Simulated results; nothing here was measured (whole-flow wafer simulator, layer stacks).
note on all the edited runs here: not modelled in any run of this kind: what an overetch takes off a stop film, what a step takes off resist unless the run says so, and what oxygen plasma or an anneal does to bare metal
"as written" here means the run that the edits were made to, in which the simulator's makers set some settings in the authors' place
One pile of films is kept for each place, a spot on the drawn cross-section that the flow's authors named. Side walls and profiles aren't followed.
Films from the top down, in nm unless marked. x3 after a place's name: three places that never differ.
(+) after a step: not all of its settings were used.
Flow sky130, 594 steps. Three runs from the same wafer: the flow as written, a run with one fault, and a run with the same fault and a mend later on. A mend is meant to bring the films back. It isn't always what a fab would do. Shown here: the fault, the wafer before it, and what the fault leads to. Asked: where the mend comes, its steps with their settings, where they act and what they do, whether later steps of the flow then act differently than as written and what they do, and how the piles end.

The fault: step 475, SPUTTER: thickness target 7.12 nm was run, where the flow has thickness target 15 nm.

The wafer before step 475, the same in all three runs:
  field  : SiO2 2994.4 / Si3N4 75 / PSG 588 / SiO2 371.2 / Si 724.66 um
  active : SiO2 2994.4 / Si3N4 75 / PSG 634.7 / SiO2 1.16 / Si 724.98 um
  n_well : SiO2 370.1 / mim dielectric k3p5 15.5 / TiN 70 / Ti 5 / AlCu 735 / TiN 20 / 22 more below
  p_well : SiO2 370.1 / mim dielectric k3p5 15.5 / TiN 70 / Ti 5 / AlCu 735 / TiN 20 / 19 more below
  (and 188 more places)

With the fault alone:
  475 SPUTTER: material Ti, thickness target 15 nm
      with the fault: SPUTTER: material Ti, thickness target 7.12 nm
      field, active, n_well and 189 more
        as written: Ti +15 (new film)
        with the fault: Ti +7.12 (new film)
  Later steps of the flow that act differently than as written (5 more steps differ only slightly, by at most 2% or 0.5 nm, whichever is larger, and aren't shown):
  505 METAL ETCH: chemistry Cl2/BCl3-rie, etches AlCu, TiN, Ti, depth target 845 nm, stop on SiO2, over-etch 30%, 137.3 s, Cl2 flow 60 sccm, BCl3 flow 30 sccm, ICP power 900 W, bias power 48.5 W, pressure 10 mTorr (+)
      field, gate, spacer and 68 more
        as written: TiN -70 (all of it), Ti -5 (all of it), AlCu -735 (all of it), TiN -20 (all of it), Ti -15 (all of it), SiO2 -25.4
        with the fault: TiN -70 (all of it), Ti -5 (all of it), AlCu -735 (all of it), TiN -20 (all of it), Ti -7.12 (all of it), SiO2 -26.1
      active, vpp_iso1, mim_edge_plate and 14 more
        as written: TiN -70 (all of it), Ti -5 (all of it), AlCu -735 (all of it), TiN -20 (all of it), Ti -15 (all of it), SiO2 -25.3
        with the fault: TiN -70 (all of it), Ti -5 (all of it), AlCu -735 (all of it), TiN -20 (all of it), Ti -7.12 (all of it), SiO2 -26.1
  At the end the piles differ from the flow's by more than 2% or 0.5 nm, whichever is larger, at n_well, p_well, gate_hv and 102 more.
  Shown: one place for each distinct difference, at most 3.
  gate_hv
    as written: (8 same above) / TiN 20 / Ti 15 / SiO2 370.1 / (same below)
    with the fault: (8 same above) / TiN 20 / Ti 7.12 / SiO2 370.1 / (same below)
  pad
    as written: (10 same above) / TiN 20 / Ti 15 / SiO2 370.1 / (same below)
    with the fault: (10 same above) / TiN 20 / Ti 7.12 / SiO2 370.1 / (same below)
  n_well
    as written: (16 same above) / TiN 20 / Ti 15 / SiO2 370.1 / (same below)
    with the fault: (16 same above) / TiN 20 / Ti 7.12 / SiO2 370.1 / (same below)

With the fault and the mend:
  The mend comes after step 475.
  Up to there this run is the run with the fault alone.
  475a SPUTTER: material Ti, thickness target 7.88 nm (the flow's step 475 once more, with other settings)
      field, active, n_well and 189 more
        Ti +7.88
  No later step of the flow acts differently than as written at any place that is followed.
  At the end the piles are the same as the flow's at every place that both follow.
